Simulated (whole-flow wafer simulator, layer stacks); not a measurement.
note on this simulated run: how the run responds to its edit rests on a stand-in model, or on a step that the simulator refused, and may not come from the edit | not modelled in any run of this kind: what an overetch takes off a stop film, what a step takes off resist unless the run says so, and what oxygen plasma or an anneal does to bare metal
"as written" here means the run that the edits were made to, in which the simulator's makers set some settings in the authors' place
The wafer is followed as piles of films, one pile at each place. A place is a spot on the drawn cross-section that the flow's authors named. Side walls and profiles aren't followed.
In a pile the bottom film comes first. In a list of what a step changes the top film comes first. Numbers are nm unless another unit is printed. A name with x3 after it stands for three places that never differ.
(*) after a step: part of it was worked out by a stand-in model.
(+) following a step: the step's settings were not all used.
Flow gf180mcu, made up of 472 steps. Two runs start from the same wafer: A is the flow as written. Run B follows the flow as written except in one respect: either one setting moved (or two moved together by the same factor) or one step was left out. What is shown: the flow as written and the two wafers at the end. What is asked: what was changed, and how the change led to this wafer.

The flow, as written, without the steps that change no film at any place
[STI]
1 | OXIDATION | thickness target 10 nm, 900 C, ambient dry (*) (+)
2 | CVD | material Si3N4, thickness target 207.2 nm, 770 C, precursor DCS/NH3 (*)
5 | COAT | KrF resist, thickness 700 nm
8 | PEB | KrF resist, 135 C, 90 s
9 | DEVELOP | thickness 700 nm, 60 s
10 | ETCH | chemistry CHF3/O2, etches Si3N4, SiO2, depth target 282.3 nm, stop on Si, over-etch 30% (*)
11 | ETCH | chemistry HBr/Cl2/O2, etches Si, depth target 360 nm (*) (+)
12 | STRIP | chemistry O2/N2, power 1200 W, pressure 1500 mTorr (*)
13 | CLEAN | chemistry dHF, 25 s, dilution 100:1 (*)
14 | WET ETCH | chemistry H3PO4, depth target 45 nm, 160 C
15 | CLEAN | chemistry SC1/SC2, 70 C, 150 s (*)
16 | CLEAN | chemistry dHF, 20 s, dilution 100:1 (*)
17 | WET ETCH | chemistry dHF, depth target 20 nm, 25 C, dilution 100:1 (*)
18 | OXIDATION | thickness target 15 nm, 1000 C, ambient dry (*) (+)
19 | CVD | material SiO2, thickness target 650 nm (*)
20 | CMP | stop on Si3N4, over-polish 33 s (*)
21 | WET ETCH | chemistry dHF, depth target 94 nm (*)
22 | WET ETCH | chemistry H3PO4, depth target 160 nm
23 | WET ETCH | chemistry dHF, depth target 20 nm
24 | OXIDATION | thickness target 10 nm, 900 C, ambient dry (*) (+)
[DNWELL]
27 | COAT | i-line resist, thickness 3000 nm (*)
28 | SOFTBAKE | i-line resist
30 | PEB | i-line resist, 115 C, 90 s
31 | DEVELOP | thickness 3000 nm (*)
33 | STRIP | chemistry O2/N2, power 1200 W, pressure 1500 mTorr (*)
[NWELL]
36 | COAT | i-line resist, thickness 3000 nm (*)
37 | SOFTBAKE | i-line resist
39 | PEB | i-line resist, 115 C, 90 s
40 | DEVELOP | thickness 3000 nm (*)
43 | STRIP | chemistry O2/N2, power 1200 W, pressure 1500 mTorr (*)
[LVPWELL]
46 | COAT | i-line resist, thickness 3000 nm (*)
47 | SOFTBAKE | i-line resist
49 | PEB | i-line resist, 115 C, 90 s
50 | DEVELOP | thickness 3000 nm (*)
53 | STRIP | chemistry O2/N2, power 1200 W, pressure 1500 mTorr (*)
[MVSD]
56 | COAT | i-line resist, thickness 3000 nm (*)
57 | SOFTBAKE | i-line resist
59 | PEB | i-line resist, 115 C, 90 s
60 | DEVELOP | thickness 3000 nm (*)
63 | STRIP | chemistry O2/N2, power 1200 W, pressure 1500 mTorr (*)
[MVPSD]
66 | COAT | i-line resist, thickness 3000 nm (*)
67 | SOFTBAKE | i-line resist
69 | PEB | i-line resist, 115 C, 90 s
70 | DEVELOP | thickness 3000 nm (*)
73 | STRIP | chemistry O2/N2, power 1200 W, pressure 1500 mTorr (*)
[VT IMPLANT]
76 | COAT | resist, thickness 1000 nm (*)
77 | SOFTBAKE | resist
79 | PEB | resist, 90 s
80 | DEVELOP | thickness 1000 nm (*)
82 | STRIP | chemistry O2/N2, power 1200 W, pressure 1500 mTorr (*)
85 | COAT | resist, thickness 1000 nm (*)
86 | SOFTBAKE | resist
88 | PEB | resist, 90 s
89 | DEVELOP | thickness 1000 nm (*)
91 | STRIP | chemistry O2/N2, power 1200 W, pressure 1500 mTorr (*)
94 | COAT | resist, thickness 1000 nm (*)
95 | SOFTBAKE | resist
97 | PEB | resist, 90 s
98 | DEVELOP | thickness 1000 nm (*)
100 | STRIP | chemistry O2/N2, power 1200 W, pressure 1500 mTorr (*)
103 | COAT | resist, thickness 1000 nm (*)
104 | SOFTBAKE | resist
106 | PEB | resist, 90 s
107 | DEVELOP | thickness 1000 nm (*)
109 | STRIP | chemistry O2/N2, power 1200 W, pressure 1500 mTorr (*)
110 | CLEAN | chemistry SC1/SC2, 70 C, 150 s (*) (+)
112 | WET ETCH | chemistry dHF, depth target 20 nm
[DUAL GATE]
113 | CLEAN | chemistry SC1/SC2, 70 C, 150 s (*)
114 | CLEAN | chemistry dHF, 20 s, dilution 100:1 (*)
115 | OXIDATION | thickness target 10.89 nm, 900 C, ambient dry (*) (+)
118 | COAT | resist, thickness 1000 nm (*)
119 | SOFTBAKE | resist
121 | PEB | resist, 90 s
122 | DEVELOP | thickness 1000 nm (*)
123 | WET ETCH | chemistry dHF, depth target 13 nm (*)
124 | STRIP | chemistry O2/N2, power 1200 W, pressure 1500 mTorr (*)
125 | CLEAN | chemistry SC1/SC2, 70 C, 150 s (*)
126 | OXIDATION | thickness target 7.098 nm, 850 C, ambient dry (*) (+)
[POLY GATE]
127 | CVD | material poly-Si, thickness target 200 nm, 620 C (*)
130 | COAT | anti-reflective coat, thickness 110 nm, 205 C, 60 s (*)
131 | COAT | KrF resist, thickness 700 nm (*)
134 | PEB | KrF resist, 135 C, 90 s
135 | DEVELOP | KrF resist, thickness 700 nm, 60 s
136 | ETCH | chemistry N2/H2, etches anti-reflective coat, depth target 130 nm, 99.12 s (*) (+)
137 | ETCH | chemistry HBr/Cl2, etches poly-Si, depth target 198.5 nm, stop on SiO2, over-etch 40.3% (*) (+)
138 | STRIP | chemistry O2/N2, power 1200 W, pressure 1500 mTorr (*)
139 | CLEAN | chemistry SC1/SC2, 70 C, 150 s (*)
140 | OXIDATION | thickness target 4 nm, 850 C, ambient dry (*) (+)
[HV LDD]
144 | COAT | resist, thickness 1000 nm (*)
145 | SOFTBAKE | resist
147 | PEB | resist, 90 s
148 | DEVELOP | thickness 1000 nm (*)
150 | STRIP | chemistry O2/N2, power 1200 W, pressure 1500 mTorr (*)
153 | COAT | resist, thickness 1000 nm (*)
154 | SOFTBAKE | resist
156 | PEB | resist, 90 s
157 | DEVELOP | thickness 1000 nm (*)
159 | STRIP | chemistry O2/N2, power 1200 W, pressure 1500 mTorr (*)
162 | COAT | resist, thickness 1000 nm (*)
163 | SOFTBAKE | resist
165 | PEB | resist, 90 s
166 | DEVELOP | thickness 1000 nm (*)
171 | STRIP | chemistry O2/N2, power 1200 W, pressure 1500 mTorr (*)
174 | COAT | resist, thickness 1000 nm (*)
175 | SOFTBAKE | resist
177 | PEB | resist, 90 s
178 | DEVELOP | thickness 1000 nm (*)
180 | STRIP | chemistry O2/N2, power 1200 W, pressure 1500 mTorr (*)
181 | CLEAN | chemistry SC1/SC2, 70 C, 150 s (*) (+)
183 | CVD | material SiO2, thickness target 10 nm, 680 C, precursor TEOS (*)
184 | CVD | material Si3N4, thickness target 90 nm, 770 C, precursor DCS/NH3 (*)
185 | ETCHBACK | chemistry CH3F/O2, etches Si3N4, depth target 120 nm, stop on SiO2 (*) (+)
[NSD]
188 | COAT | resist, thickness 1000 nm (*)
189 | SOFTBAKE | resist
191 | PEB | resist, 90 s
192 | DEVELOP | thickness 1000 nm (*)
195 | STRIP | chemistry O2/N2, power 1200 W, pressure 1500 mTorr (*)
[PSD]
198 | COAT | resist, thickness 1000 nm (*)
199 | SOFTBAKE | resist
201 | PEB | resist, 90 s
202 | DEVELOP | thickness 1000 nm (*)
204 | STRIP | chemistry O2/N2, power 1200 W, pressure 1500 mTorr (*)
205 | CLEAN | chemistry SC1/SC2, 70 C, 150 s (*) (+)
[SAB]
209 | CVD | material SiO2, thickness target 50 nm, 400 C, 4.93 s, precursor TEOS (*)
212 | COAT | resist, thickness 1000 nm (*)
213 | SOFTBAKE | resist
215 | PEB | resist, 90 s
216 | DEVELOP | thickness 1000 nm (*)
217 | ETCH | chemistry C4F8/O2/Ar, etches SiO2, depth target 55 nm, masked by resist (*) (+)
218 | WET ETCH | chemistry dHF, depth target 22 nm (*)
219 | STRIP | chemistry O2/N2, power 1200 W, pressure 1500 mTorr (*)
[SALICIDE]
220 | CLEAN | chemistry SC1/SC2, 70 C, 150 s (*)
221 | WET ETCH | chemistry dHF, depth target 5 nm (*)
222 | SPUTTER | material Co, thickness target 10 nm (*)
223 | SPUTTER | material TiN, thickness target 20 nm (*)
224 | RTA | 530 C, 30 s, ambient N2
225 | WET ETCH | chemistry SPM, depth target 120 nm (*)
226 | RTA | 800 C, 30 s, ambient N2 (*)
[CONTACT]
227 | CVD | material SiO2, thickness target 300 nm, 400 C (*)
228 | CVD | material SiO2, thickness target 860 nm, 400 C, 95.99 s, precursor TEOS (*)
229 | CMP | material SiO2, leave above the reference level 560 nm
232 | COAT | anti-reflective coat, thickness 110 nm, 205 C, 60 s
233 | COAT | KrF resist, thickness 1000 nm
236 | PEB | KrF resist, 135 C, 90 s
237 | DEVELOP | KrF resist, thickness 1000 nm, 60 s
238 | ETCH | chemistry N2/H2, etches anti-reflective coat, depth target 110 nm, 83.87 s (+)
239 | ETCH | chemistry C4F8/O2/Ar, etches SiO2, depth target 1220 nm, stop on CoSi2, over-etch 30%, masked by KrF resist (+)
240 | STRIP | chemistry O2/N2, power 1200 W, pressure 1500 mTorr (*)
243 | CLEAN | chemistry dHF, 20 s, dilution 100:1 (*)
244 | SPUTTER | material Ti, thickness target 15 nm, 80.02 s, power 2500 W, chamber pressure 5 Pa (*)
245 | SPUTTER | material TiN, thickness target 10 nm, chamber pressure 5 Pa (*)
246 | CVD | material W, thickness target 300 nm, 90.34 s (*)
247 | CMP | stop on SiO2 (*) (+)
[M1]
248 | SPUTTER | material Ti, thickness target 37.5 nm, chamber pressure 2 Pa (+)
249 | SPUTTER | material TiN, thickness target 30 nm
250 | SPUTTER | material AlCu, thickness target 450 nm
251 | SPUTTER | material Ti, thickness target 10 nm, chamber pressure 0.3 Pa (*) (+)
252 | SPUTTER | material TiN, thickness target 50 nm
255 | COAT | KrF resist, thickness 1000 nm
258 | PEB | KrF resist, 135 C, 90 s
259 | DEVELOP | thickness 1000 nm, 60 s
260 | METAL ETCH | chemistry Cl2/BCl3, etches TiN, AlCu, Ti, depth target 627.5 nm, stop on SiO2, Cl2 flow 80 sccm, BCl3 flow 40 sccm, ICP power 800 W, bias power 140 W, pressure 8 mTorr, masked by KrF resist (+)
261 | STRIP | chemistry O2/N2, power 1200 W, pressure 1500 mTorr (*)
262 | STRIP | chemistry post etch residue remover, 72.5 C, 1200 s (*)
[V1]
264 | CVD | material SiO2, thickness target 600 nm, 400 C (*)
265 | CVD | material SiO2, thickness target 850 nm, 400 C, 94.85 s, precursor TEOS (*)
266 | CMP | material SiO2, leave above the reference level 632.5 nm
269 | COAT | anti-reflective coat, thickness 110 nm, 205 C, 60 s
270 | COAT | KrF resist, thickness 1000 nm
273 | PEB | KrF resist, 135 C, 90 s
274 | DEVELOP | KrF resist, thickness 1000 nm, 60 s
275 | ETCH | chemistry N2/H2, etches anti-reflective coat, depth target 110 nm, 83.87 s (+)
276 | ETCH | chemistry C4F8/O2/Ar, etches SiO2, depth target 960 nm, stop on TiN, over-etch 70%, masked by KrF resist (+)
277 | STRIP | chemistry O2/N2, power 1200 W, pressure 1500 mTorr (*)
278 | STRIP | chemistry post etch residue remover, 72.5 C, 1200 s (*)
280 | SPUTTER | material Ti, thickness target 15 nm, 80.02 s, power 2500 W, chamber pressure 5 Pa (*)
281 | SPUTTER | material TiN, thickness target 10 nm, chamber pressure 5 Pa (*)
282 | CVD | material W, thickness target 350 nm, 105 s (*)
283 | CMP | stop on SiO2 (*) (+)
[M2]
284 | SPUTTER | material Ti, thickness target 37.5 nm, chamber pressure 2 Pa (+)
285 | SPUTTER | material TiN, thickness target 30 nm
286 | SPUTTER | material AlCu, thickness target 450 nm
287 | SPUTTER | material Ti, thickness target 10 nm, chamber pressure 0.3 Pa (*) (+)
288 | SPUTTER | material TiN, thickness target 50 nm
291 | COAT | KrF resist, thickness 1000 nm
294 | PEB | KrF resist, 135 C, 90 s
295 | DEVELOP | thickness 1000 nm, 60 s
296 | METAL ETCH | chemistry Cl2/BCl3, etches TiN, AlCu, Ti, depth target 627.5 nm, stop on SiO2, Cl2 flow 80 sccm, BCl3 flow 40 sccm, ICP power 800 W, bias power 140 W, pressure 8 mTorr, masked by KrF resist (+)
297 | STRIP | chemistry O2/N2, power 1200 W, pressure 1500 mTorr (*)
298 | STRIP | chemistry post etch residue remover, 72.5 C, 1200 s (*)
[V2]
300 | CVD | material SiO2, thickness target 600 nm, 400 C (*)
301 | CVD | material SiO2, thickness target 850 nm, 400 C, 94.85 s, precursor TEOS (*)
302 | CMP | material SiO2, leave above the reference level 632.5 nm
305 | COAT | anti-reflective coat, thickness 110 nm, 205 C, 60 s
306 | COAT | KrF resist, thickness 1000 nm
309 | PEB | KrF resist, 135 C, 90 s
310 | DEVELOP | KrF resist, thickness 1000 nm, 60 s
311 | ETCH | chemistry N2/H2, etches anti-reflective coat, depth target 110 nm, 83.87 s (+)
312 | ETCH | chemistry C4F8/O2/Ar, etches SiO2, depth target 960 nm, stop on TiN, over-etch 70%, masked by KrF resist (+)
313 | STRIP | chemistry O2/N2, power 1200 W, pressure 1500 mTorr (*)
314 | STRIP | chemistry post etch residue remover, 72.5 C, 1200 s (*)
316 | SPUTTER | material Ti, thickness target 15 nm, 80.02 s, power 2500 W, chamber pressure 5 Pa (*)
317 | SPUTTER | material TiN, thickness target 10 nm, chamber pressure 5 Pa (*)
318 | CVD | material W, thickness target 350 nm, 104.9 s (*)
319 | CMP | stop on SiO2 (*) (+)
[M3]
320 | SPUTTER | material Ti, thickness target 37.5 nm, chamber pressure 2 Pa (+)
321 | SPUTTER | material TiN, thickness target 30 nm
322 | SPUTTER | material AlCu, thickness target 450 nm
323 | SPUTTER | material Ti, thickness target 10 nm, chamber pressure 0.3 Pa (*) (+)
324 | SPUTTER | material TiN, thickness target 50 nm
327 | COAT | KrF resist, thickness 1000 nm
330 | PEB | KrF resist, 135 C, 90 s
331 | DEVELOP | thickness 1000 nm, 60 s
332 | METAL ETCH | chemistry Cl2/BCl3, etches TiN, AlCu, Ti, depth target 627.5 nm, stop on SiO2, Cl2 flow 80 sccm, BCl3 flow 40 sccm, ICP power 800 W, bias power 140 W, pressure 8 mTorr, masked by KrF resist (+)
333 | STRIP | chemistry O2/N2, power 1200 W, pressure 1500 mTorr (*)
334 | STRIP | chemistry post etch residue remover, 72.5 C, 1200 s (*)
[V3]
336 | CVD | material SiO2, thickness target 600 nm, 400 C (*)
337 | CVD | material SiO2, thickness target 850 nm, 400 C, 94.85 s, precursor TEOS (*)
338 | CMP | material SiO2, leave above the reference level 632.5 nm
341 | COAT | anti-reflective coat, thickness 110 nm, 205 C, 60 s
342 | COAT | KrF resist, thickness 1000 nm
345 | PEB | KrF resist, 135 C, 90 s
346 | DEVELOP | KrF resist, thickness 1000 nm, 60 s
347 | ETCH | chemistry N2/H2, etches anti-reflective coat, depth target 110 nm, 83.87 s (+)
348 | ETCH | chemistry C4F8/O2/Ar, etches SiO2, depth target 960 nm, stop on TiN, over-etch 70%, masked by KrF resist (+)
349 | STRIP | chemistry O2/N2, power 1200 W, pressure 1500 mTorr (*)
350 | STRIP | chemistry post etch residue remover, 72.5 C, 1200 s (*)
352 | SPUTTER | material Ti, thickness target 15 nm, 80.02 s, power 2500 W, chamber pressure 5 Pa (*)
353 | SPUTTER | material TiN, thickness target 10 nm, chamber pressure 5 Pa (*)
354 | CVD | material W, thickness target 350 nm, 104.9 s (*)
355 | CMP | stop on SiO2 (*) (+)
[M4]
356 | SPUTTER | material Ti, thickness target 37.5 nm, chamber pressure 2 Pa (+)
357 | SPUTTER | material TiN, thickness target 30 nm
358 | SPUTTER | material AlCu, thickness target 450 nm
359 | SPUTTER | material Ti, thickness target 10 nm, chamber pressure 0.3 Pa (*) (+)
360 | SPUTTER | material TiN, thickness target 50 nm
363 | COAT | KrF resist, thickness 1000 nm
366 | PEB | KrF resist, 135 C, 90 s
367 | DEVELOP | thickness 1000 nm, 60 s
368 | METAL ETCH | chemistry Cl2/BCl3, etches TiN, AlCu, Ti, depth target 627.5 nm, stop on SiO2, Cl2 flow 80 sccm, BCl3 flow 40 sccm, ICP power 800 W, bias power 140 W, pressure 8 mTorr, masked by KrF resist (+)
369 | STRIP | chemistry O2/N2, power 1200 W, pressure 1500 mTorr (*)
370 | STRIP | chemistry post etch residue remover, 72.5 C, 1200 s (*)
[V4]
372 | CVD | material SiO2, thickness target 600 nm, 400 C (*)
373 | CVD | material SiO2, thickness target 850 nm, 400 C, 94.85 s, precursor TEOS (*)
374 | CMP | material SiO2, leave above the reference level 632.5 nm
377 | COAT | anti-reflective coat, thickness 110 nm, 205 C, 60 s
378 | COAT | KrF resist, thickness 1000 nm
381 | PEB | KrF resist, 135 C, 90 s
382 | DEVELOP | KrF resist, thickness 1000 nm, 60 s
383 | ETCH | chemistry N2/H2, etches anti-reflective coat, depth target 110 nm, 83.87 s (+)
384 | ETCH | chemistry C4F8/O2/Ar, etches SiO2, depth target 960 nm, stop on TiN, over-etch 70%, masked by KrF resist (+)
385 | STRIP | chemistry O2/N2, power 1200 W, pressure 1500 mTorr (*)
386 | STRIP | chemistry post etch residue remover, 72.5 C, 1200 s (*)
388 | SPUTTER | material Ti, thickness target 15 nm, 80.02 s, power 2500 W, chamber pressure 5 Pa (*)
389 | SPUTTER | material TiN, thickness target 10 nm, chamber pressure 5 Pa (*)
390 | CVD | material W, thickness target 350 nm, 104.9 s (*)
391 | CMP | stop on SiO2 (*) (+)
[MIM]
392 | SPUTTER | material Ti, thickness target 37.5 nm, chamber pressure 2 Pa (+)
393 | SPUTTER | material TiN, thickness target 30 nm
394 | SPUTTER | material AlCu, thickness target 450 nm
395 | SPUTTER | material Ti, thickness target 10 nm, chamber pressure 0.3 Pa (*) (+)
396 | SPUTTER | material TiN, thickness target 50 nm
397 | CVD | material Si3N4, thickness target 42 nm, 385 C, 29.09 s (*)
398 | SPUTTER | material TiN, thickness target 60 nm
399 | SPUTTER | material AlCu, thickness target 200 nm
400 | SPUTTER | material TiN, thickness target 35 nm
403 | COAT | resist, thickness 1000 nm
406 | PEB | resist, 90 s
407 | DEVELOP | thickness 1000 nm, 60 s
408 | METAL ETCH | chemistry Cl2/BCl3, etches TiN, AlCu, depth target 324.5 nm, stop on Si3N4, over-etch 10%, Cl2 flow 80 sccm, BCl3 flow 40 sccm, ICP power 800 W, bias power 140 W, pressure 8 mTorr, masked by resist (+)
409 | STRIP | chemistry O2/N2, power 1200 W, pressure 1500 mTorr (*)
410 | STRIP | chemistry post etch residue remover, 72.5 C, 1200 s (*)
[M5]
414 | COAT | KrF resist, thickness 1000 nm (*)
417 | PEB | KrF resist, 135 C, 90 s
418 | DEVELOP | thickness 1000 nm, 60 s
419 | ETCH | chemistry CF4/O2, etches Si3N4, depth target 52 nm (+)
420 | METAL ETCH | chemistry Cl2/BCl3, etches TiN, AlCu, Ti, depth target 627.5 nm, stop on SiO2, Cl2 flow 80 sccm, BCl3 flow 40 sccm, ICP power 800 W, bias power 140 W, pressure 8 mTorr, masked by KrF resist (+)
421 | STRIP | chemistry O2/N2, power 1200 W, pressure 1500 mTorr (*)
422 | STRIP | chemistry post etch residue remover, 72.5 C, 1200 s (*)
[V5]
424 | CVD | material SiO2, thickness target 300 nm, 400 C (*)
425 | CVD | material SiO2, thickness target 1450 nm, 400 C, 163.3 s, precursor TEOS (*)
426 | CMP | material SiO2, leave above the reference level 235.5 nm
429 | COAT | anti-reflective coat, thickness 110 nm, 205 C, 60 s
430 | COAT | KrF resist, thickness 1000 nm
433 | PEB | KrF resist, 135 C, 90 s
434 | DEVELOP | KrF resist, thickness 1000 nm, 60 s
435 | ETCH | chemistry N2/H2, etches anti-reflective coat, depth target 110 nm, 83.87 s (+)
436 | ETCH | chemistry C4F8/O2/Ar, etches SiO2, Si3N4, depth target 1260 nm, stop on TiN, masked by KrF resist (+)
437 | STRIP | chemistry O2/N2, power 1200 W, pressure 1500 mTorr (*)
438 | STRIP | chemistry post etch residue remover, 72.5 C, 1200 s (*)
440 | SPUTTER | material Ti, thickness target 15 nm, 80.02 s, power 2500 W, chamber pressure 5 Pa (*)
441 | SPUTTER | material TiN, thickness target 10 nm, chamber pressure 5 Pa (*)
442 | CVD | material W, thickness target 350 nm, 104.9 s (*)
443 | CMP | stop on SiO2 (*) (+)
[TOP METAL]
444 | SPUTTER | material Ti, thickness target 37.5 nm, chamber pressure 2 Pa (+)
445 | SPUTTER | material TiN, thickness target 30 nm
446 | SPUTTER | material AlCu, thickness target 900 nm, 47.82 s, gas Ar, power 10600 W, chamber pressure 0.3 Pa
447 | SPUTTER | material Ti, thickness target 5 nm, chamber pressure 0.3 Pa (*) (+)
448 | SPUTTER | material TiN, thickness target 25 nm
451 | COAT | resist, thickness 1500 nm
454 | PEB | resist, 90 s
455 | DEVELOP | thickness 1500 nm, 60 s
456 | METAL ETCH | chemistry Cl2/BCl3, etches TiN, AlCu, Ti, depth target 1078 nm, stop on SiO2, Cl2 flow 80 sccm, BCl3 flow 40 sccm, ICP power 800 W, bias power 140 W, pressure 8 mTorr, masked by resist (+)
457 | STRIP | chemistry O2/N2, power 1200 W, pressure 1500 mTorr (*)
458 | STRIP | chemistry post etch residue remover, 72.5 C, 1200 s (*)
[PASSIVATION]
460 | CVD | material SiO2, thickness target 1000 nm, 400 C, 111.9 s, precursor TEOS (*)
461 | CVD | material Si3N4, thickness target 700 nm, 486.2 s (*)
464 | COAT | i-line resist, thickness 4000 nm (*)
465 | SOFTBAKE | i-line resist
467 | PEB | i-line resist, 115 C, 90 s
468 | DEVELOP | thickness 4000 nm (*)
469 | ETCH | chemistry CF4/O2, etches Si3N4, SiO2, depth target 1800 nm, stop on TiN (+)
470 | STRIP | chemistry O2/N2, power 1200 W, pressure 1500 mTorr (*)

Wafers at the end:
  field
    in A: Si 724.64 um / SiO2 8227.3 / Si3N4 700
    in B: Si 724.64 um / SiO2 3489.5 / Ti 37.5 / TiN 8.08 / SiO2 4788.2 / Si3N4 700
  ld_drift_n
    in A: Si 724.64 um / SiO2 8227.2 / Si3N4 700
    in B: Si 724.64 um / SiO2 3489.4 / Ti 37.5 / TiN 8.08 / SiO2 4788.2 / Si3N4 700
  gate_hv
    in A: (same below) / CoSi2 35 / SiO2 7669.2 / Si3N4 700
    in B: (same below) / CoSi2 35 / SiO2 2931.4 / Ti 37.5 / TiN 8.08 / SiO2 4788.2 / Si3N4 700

What caused this: step 321, SPUTTER: thickness target 36 nm was run, though the flow has thickness target 30 nm; step 322, SPUTTER: thickness target 540 nm was run, where the flow has thickness target 450 nm.

Step by step, how the change led to this:
  321 | SPUTTER | material TiN, thickness target 30 nm
      field, field__w1, field__w2 and 108 more: A +30 TiN (new film) | B +36 TiN (new film)
  322 | SPUTTER | material AlCu, thickness target 450 nm
      field, field__w1, field__w2 and 108 more: A +450 AlCu (new film) | B +540 AlCu (new film)
  332 | METAL ETCH | chemistry Cl2/BCl3, etches TiN, AlCu, Ti, depth target 627.5 nm, stop on SiO2, Cl2 flow 80 sccm, BCl3 flow 40 sccm, ICP power 800 W, bias power 140 W, pressure 8 mTorr, masked by KrF resist (+)
      field, field__w1, field__w2 and 103 more: A -50 TiN (all of it), -10 Ti (all of it), -450 AlCu (all of it), -30 TiN (all of it), -37.5 Ti (all of it) | B -50 TiN (all of it), -10 Ti (all of it), -540 AlCu (all of it), -27.5 TiN
  336 | CVD | material SiO2, thickness target 600 nm, 400 C (*)
      field, field__w1, field__w2 and 103 more: A +600 SiO2 | B +600 SiO2 (new film)
  338 | CMP | material SiO2, leave above the reference level 632.5 nm
      field, field__w1, field__w2 and 103 more: A -300 SiO2 | B -249.6 SiO2
With metal films that touch counted as one body, field has 1 body; the flow as written gives 0 bodies.
With metal films that touch counted as one body, ld_drift_n has 1 body; the flow as written gives 0 bodies.
With metal films that touch counted as one body, gate_hv has 2 bodies (between them, from the top down: SiO2 2931.4); the flow as written gives 1 body.
